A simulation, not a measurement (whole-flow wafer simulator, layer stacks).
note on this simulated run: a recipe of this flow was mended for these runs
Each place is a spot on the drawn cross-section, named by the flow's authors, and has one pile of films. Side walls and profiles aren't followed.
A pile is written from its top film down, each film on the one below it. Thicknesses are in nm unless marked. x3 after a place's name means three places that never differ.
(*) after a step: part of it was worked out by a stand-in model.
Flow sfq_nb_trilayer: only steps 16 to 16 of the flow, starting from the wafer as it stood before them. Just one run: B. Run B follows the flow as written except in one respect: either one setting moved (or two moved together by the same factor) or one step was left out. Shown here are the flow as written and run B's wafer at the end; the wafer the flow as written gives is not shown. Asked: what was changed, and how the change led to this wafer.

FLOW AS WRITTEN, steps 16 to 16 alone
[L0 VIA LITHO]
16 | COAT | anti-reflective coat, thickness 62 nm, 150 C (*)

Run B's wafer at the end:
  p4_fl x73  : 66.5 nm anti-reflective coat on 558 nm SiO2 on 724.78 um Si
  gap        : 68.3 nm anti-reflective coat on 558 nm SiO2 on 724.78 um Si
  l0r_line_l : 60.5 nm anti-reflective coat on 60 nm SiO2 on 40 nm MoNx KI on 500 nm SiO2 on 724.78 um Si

What caused this: step 16, COAT: thickness 66.5 nm was run, though the flow has thickness 62 nm.
The wafer itself shows it: p4_fl x73 has anti-reflective coat 66.5, and step 16 as written asks for 62 nm.

Step by step, how the change led to this:
  16 | COAT | anti-reflective coat, thickness 62 nm, 150 C (*)
      p4_fl x73: +66.5 anti-reflective coat (new film) (as written it would have been: +62 anti-reflective coat (new film))
      gap, jj_sur, ce_l and 6 more: +68.3 anti-reflective coat (new film) (as written it would have been: +63.8 anti-reflective coat (new film))
      (also at 24 further places)
